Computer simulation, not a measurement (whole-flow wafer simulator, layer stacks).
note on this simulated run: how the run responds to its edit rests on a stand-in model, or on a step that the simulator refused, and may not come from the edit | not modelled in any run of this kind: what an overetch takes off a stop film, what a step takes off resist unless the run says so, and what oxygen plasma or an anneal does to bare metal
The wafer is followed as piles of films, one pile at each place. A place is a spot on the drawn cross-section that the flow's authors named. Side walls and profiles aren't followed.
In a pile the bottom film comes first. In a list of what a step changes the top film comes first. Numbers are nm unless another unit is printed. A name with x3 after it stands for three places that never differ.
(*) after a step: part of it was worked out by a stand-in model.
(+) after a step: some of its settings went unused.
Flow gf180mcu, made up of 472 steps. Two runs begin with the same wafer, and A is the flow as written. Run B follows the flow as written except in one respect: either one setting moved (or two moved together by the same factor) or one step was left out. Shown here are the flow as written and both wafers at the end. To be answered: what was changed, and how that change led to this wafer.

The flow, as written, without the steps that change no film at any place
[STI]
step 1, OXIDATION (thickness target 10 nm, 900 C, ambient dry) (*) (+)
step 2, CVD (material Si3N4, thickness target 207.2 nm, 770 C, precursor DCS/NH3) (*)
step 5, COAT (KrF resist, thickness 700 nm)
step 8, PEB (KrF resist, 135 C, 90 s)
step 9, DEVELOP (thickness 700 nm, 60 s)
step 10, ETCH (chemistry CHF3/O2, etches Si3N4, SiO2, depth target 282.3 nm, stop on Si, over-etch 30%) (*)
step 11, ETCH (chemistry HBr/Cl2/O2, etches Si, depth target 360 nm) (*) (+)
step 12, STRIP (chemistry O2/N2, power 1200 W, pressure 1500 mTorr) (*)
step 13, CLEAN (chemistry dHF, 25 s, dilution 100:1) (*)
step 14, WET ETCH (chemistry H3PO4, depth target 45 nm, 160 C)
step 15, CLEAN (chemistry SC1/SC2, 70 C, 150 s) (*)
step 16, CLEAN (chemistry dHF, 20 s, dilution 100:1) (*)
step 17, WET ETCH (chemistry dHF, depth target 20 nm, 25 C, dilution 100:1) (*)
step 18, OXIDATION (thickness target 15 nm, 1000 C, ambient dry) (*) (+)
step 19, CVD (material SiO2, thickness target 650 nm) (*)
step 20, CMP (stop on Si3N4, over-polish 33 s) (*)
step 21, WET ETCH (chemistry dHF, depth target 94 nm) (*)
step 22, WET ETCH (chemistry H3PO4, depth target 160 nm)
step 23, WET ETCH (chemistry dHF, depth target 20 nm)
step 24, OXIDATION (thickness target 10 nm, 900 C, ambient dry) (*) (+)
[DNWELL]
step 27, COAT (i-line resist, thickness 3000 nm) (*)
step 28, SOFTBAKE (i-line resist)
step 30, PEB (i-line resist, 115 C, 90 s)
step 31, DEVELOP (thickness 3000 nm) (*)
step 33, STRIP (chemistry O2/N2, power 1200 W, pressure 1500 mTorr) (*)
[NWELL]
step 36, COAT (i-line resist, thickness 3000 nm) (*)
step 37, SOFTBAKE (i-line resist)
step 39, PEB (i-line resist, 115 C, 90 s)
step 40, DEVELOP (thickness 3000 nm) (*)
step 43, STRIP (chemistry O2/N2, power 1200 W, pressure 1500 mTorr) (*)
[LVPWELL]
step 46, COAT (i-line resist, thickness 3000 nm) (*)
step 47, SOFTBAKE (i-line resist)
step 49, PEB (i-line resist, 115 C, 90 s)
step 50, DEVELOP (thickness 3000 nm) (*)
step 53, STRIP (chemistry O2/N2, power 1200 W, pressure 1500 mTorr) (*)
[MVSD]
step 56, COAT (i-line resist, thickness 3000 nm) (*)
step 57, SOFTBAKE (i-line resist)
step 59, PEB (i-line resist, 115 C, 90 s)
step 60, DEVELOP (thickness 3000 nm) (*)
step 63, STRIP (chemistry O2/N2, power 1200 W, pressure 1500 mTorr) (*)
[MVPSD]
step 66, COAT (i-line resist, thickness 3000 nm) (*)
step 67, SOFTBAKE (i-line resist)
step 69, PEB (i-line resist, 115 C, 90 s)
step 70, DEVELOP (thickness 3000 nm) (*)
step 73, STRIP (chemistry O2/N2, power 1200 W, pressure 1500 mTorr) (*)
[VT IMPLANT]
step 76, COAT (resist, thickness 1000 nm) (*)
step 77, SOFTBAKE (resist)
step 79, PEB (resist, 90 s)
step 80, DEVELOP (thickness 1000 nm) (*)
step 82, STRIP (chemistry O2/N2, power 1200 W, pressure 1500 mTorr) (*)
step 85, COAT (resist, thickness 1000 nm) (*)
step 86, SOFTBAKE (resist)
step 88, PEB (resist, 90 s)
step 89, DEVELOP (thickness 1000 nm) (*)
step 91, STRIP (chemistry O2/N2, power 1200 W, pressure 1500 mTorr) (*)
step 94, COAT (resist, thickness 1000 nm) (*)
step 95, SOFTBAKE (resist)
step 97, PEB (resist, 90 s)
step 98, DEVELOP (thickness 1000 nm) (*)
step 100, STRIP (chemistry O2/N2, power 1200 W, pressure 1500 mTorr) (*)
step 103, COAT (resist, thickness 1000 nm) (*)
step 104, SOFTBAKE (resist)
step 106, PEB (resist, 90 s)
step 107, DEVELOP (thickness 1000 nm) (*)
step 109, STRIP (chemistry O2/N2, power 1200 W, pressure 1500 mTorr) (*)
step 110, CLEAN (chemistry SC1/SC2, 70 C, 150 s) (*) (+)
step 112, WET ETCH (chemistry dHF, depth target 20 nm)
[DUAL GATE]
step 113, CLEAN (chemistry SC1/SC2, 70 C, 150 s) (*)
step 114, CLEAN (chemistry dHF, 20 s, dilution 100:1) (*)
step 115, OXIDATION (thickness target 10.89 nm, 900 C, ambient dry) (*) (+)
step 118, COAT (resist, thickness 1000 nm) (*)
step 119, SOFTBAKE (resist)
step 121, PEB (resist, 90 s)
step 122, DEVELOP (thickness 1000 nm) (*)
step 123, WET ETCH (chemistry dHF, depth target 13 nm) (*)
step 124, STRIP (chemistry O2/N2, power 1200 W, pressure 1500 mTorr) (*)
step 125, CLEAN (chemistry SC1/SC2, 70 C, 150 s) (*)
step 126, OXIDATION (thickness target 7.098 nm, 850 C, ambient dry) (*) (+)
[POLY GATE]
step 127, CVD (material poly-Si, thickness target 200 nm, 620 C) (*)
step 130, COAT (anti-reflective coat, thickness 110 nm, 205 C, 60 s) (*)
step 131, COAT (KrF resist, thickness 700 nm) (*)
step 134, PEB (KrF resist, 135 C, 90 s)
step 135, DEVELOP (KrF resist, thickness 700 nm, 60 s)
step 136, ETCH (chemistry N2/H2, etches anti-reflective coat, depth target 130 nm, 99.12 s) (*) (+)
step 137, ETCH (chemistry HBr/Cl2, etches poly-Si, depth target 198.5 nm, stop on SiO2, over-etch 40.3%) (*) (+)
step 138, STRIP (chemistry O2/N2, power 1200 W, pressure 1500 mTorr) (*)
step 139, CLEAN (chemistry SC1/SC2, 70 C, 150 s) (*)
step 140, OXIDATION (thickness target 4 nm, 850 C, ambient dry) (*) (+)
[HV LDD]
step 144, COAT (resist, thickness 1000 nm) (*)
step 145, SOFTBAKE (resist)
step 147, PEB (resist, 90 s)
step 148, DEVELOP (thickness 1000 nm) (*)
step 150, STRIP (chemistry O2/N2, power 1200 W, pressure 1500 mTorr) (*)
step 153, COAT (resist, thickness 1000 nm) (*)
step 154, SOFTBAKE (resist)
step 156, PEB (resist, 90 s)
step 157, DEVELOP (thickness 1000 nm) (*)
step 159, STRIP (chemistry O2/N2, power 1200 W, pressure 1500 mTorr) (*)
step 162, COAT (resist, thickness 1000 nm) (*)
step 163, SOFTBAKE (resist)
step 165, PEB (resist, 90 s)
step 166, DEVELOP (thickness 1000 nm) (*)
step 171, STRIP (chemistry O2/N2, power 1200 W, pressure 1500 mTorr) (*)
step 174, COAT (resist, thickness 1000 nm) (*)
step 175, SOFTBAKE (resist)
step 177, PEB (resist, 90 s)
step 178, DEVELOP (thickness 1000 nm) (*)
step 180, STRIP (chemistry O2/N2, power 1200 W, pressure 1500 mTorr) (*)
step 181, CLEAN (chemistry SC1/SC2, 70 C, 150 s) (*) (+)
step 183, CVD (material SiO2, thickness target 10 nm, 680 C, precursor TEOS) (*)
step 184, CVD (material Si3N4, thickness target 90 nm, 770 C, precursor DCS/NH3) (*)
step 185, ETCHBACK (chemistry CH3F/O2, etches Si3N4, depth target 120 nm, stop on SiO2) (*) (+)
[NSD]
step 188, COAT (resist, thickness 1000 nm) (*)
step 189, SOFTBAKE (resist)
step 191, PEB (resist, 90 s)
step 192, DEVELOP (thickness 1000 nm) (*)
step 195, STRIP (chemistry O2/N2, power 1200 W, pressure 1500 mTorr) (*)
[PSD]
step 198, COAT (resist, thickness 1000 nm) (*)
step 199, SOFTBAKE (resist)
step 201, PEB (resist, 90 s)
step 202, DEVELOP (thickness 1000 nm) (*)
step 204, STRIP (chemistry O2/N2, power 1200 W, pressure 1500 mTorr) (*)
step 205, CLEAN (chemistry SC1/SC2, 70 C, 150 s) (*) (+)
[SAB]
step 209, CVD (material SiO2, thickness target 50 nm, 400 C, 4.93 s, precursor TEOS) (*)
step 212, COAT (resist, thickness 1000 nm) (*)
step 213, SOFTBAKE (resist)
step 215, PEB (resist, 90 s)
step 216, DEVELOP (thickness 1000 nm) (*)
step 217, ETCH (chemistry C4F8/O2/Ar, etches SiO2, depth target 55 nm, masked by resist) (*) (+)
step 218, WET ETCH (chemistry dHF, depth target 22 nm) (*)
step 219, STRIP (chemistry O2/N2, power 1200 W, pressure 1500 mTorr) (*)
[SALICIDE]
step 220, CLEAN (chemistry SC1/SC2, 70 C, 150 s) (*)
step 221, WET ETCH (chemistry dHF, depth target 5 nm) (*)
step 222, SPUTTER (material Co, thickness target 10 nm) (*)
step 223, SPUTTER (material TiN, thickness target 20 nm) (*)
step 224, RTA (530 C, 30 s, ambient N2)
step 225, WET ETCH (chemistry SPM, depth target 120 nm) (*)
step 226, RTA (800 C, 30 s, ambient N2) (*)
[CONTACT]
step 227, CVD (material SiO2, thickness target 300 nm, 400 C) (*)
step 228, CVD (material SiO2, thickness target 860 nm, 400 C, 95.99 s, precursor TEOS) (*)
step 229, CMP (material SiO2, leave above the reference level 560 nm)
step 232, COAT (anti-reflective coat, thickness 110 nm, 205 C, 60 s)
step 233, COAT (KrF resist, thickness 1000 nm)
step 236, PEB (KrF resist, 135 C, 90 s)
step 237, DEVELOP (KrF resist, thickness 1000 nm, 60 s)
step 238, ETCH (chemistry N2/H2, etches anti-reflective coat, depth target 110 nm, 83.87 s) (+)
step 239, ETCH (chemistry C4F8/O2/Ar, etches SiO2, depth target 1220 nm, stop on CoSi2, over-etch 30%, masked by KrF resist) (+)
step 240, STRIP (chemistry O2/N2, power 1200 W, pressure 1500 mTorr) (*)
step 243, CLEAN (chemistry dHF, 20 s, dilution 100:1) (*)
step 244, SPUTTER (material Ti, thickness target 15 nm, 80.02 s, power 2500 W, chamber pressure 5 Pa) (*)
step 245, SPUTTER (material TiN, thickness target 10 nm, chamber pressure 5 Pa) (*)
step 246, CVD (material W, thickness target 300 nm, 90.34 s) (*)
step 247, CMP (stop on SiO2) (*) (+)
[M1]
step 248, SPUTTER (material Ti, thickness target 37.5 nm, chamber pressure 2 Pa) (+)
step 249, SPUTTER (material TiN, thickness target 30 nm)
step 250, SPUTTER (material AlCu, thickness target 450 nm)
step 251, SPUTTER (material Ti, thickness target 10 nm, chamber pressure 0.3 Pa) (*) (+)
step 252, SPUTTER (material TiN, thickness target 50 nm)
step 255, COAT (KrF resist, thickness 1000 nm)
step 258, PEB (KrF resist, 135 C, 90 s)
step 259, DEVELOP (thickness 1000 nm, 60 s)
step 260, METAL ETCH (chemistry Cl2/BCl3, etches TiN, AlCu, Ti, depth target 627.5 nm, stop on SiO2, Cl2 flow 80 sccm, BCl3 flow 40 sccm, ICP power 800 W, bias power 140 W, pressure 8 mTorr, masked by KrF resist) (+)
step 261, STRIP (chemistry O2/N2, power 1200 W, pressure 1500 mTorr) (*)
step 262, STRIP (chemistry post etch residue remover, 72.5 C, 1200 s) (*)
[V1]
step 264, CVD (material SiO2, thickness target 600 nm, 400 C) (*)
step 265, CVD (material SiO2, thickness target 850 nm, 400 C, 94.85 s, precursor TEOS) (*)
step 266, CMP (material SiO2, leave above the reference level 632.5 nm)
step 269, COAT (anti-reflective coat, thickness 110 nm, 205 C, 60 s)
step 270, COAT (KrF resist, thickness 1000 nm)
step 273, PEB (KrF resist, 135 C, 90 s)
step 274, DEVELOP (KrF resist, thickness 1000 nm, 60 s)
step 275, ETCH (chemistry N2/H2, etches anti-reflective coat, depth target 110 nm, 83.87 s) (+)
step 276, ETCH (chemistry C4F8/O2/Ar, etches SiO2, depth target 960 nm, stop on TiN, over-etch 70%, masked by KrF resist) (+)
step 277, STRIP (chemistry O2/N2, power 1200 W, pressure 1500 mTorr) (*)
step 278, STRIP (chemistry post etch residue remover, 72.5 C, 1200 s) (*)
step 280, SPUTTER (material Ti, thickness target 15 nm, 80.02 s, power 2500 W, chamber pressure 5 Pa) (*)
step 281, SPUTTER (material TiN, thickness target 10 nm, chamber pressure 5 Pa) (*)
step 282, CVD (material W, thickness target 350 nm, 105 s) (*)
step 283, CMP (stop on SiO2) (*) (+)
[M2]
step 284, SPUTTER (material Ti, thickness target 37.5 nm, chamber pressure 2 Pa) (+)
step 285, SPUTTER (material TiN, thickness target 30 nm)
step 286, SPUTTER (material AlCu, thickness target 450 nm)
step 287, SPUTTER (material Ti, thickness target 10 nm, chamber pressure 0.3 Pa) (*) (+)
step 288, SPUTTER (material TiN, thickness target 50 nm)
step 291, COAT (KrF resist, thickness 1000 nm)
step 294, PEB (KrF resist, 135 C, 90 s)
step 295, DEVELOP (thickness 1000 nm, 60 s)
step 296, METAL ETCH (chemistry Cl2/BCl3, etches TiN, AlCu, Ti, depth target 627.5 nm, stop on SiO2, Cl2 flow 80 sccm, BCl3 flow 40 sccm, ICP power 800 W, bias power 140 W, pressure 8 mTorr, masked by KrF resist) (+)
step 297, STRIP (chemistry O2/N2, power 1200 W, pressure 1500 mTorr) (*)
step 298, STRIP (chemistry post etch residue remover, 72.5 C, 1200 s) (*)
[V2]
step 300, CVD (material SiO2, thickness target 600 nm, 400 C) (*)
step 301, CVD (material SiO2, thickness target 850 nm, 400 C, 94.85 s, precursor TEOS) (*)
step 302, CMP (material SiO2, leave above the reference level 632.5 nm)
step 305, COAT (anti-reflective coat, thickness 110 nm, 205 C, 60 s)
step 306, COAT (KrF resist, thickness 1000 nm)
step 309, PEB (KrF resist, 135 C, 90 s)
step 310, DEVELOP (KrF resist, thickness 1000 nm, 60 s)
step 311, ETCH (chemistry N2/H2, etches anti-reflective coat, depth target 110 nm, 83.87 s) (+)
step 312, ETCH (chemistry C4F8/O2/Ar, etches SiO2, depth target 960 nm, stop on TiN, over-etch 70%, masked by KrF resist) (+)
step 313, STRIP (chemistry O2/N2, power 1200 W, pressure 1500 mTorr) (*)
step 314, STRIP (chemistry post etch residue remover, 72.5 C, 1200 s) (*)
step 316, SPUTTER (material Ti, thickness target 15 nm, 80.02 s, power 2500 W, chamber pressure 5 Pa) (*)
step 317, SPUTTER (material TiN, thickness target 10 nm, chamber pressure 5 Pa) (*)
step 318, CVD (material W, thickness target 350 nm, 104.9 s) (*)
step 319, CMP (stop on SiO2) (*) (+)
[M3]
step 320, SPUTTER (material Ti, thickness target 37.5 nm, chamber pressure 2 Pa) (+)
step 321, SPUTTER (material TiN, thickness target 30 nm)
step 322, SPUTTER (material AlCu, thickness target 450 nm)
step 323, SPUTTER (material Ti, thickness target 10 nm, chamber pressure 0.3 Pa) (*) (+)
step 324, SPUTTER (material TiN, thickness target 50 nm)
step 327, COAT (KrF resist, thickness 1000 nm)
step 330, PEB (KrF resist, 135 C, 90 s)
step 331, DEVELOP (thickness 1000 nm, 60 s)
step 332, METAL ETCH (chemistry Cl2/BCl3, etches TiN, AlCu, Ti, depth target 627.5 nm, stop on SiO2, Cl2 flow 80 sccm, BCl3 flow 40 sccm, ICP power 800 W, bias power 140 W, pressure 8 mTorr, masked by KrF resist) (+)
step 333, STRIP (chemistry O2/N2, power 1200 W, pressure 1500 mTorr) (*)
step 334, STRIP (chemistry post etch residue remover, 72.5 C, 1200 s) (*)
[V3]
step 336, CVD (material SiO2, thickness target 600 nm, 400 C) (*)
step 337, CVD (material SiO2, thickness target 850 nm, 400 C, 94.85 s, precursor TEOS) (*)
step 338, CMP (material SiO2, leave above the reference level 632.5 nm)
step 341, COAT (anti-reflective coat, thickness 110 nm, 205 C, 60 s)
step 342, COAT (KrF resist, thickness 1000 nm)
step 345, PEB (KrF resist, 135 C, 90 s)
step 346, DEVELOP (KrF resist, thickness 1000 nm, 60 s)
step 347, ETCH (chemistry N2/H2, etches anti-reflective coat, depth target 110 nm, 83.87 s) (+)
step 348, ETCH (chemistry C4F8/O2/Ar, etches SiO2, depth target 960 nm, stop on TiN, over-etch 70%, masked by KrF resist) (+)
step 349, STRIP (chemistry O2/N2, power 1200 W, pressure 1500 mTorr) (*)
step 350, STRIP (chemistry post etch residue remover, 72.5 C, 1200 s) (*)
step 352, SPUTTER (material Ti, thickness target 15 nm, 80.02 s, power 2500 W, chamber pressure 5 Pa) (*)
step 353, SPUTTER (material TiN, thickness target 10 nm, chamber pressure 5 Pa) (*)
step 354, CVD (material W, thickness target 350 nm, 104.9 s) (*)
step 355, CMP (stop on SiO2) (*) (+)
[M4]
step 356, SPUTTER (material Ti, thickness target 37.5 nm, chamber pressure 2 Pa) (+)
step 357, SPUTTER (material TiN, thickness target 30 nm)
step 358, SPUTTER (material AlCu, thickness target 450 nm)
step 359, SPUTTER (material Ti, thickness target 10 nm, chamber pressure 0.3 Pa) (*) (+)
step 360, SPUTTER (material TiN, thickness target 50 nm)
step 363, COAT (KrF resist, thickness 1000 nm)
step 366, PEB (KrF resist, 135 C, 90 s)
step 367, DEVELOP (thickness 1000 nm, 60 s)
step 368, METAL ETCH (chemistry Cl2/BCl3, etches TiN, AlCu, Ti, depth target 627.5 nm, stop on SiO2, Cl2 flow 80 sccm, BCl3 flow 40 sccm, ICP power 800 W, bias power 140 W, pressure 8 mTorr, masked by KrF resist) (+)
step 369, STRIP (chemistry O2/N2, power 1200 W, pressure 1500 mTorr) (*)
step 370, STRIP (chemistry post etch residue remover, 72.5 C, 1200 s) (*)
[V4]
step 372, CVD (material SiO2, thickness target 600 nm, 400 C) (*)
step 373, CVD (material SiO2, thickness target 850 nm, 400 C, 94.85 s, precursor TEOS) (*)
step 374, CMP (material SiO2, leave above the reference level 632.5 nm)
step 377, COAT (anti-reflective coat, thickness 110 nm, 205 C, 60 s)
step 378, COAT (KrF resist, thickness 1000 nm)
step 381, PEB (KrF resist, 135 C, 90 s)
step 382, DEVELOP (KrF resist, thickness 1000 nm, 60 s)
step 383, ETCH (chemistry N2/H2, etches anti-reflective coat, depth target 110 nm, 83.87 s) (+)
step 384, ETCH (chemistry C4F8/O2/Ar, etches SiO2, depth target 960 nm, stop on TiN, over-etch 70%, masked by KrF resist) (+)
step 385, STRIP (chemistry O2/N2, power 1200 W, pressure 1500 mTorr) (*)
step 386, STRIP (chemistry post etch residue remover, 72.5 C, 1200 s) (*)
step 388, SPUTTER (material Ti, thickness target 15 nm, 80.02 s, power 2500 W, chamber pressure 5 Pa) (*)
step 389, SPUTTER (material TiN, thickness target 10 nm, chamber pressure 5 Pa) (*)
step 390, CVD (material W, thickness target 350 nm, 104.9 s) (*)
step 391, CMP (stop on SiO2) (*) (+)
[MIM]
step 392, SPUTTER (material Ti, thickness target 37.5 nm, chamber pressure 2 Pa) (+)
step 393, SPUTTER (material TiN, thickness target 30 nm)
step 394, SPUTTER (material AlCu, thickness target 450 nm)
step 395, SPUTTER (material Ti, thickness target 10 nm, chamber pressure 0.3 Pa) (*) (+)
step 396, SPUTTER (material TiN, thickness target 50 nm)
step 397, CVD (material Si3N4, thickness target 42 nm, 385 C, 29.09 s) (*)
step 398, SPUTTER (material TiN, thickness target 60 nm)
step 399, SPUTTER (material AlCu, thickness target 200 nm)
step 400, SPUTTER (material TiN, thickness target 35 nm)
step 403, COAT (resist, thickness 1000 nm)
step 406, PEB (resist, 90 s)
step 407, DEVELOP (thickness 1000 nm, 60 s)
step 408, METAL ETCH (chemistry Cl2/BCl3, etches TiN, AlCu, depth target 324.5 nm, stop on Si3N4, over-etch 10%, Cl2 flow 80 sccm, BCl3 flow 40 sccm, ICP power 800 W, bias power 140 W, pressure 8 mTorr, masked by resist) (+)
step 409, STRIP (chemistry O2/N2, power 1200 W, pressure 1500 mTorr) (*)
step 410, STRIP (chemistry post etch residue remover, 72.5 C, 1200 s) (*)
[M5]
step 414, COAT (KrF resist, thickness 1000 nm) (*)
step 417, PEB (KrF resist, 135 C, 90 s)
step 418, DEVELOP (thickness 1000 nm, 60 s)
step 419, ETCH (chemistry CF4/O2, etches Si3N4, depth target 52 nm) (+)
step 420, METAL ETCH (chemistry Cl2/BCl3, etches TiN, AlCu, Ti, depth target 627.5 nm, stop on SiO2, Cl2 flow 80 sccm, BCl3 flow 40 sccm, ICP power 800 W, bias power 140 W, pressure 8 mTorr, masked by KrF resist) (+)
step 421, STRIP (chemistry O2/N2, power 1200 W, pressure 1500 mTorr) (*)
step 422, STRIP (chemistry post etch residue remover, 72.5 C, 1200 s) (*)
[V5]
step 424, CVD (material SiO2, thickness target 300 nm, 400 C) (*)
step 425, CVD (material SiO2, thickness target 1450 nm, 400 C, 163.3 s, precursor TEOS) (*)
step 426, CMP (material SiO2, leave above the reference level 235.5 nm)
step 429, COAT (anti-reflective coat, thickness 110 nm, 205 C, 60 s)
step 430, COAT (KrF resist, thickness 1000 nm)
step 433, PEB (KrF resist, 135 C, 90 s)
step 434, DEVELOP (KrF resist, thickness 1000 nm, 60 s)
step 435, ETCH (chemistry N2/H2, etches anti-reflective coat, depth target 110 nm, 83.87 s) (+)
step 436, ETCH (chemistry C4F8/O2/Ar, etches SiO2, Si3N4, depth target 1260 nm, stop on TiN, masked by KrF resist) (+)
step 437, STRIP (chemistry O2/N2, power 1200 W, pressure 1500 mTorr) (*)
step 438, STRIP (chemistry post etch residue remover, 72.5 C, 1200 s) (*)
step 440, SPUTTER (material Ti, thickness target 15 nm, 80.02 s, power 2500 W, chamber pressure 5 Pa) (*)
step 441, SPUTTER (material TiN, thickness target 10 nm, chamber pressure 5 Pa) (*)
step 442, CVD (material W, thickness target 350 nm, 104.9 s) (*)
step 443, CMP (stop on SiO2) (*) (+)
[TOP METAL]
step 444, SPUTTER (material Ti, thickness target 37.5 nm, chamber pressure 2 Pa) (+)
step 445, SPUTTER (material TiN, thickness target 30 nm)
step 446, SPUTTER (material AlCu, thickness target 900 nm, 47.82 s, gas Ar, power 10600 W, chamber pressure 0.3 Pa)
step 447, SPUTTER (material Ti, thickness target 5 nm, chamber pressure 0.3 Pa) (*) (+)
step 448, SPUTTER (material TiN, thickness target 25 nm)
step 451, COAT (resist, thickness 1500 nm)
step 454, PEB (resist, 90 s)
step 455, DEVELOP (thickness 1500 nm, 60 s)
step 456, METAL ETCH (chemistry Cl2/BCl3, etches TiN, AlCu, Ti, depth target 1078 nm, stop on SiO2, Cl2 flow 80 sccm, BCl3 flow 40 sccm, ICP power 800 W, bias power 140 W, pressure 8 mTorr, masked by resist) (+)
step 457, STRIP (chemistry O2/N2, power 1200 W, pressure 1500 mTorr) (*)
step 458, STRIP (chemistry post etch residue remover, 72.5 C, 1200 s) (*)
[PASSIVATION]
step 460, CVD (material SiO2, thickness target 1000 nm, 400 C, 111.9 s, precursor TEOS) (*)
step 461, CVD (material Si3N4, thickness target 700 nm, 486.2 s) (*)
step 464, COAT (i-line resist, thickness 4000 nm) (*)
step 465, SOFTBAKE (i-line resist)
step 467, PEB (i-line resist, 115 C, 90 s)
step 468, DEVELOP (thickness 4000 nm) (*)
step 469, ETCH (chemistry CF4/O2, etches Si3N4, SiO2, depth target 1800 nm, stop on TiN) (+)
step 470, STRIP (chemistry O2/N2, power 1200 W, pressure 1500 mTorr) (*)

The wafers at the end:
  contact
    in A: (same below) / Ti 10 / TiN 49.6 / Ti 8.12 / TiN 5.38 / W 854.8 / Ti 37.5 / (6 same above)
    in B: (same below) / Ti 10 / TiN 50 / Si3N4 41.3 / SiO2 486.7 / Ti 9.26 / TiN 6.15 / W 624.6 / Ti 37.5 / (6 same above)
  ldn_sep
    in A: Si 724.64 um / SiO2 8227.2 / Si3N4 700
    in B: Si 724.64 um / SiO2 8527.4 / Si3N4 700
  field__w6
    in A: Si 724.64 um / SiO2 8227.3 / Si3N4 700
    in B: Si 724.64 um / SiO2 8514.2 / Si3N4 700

What caused this: step 426, CMP: material SiO2, leave above the reference level 235.5 nm, was not run.

Step by step, how the change led to this:
  step 429, COAT (anti-reflective coat, thickness 110 nm, 205 C, 60 s)
      p_well, sti, spacer, sd_n, pad, dice_street: A anti-reflective coat gains 110 (new film) | B anti-reflective coat gains 114.3 (new film)
      ld_acc_p, ld_fp_p, ld_drift_p, ld_drn_p: A anti-reflective coat gains 110 (new film) | B anti-reflective coat gains 113.1 (new film)
      (also at 62 further places)
  step 430, COAT (KrF resist, thickness 1000 nm)
      field: A KrF resist gains 1000 (new film) | B KrF resist gains 849 (new film)
      field__w2: A KrF resist gains 1000 (new film) | B KrF resist gains 1088.1 (new film)
      (also at 40 further places)
  step 433, PEB (KrF resist, 135 C, 90 s)
      field: A KrF resist loses 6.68 | B KrF resist loses 4.95
      field__w2: A KrF resist loses 6.68 | B KrF resist loses 7.7
      (also at 30 further places)
  step 434, DEVELOP (KrF resist, thickness 1000 nm, 60 s)
      contact: A KrF resist loses 993.3 (all of it) | B KrF resist loses 662.4 (all of it)
  step 435, ETCH (chemistry N2/H2, etches anti-reflective coat, depth target 110 nm, 83.87 s) (+)
      contact: A anti-reflective coat loses 110 (all of it), SiO2 loses 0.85 | B anti-reflective coat loses 15.7 (all of it), SiO2 loses 3.26
  step 436, ETCH (chemistry C4F8/O2/Ar, etches SiO2, Si3N4, depth target 1260 nm, stop on TiN, masked by KrF resist) (+)
      contact: A SiO2 loses 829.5 (all of it), Si3N4 loses 41.3 (all of it) | B SiO2 loses 1260
  step 437, STRIP (chemistry O2/N2, power 1200 W, pressure 1500 mTorr) (*)
      p_well, sti, spacer, sd_n, pad, dice_street: A KrF resist loses 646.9 (all of it), anti-reflective coat loses 110 (all of it) | B KrF resist loses 647.6 (all of it), anti-reflective coat loses 114.3 (all of it)
      field: A KrF resist loses 646.9 (all of it), anti-reflective coat loses 110 (all of it) | B KrF resist loses 497.7 (all of it), anti-reflective coat loses 451.2 (all of it)
      (also at 65 further places)
  step 440, SPUTTER (material Ti, thickness target 15 nm, 80.02 s, power 2500 W, chamber pressure 5 Pa) (*)
      field__w2: A Ti gains 15 (new film) | B Ti gains 13.9 (new film)
      contact: A Ti gains 8.12 (new film) | B Ti gains 9.26 (new film)
  step 441, SPUTTER (material TiN, thickness target 10 nm, chamber pressure 5 Pa) (*)
      field__w2: A TiN gains 10 (new film) | B TiN gains 9.17 (new film)
      contact: A TiN gains 5.38 (new film) | B TiN gains 6.15 (new film)
  step 442, CVD (material W, thickness target 350 nm, 104.9 s) (*)
      contact: A W gains 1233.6 (new film) | B W gains 1004.1 (new film)
  step 443, CMP (stop on SiO2) (*) (+)
      field__w3, field__w12, npoly_sal, ppoly_sal, nw_sep_fld, gate_hv5, gate_p_hv5, sti_nw: A W loses 350 (all of it), TiN loses 10 (all of it), Ti loses 15 (all of it), SiO2 loses 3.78 | B W loses 350 (all of it), TiN loses 0.81
      field__w2: A W loses 350 (all of it), TiN loses 10 (all of it), Ti loses 15 (all of it), SiO2 loses 3.78 | B W loses 350.2
      (also at 102 further places)
  step 444, SPUTTER (material Ti, thickness target 37.5 nm, chamber pressure 2 Pa) (+)
      field__w2, field__w3, field__w12 and 6 more: A Ti gains 37.5 (new film) | B Ti gains 36.6 (new film)
  step 445, SPUTTER (material TiN, thickness target 30 nm)
      field__w5, field__w6, field__w9 and 37 more: A TiN gains 30 (new film) | B TiN gains 29.4 (new film)
      field__w2, field__w3, field__w12 and 6 more: A TiN gains 30 (new film) | B TiN gains 28.4 (new film)
  step 446, SPUTTER (material AlCu, thickness target 900 nm, 47.82 s, gas Ar, power 10600 W, chamber pressure 0.3 Pa)
      field__w2, field__w3, field__w12 and 6 more: A AlCu gains 900 (new film) | B AlCu gains 864 (new film)
  step 447, SPUTTER (material Ti, thickness target 5 nm, chamber pressure 0.3 Pa) (*) (+)
      field__w2: A Ti gains 5 (new film) | B Ti gains 4 (new film)
  step 448, SPUTTER (material TiN, thickness target 25 nm)
      field__w3, field__w12, ppoly_sal, nw_sep_fld, gate_hv5, gate_p_hv5, sti_nw: A TiN gains 25 (new film) | B TiN gains 23.6 (new film)
      field__w2: A TiN gains 25 (new film) | B TiN gains 19.9 (new film)
      (also at 1 further place)
  ... another 10 steps ...
  step 470, STRIP (chemistry O2/N2, power 1200 W, pressure 1500 mTorr) (*)
      field__w8, m1__w1: A i-line resist loses 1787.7 (all of it) | B i-line resist loses 1213.2 (all of it)
      field__w12, ppoly_sal: A i-line resist loses 2802.6 (all of it) | B i-line resist loses 2888.8 (all of it)
      (also at 11 further places)
If metal films that touch count as one body, contact has 2 bodies (between them, from the top down: SiO2 486.7 / Si3N4 41.3); the flow as written gives 1 body.
